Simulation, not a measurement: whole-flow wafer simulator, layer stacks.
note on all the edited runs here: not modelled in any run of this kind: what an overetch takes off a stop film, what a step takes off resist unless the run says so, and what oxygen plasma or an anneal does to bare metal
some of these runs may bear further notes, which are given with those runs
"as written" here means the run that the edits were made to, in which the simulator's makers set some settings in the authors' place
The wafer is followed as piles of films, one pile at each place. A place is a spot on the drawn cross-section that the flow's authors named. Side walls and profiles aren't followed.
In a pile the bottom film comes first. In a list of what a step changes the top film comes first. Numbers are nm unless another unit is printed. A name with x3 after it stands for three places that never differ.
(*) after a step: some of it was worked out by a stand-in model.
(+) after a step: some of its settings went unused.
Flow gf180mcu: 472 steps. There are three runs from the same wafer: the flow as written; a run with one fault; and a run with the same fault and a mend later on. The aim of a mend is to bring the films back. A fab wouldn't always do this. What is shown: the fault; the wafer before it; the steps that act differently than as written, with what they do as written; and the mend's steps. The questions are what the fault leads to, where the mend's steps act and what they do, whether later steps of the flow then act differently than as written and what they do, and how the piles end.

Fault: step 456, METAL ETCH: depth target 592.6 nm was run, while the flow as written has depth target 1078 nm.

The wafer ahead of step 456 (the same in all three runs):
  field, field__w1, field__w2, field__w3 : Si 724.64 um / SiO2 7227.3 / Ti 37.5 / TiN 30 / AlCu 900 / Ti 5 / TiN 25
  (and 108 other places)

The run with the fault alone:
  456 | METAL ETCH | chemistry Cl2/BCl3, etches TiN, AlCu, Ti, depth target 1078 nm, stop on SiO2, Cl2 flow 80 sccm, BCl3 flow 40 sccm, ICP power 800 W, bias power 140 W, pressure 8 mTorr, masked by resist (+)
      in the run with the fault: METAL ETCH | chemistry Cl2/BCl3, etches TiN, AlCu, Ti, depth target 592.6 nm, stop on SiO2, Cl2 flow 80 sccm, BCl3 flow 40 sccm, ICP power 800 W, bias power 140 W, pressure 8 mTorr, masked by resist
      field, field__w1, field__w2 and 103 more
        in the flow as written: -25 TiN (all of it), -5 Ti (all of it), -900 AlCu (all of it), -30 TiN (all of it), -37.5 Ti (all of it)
        in the run with the fault: -25 TiN (all of it), -5 Ti (all of it), -562.6 AlCu
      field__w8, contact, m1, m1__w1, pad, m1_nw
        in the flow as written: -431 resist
        in the run with the fault: -237 resist
  Later steps of the flow acting differently than as written:
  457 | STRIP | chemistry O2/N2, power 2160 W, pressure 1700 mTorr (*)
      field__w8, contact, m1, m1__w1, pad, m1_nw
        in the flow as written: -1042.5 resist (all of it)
        in the run with the fault: -1236.4 resist (all of it)
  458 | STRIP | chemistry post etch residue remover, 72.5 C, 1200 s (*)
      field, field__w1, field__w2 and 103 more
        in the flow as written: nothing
        in the run with the fault: -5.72 AlCu
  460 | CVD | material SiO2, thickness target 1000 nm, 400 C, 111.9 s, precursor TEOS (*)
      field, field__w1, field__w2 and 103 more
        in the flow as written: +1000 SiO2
        in the run with the fault: +1000 SiO2 (new film)
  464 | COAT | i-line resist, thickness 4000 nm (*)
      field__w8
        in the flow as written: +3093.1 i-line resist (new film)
        in the run with the fault: +3449.6 i-line resist (new film)
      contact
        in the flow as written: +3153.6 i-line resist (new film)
        in the run with the fault: +3478.2 i-line resist (new film)
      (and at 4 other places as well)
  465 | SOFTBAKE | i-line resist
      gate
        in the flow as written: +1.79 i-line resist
        in the run with the fault: -0.88 i-line resist
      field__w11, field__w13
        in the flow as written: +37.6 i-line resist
        in the run with the fault: +19 i-line resist
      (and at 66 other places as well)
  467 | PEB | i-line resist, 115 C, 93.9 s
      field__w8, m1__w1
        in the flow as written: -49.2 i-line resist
        in the run with the fault: -56.5 i-line resist
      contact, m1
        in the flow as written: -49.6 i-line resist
        in the run with the fault: -56.7 i-line resist
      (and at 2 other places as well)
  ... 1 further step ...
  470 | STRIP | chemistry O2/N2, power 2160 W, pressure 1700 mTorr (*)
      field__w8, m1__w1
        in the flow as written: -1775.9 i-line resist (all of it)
        in the run with the fault: -2158.6 i-line resist (all of it)
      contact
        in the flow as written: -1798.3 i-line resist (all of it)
        in the run with the fault: -2169.5 i-line resist (all of it)
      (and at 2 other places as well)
  At field, field__w1, field__w2 and 103 more, the piles at the end differ from the flow's by more than 2% or 0.5 nm, whichever is larger.
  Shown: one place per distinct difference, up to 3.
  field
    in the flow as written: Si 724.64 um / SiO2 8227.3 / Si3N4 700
    in the run with the fault: Si 724.64 um / SiO2 7227.3 / Ti 37.5 / TiN 30 / AlCu 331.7 / SiO2 1000 / Si3N4 700
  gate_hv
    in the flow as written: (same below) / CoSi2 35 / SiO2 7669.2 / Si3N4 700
    in the run with the fault: (same below) / CoSi2 35 / SiO2 6669.2 / Ti 37.5 / TiN 30 / AlCu 331.7 / SiO2 1000 / Si3N4 700
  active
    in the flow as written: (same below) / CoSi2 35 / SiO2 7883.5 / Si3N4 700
    in the run with the fault: (same below) / CoSi2 35 / SiO2 6883.5 / Ti 37.5 / TiN 30 / AlCu 331.7 / SiO2 1000 / Si3N4 700

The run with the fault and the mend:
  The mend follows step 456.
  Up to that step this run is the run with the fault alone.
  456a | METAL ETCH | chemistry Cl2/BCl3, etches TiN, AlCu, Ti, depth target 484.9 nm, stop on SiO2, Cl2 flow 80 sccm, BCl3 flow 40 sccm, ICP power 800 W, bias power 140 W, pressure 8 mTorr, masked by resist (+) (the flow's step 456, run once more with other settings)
      field, field__w1, field__w2 and 103 more
        -337.4 AlCu (all of it), -30 TiN (all of it), -37.5 Ti (all of it)
      field__w8, contact, m1, m1__w1, pad, m1_nw
        -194 resist
  None of the later steps of the flow acts differently than as written at any place that is followed.
  At every place that both follow, the piles at the end match the flow's.
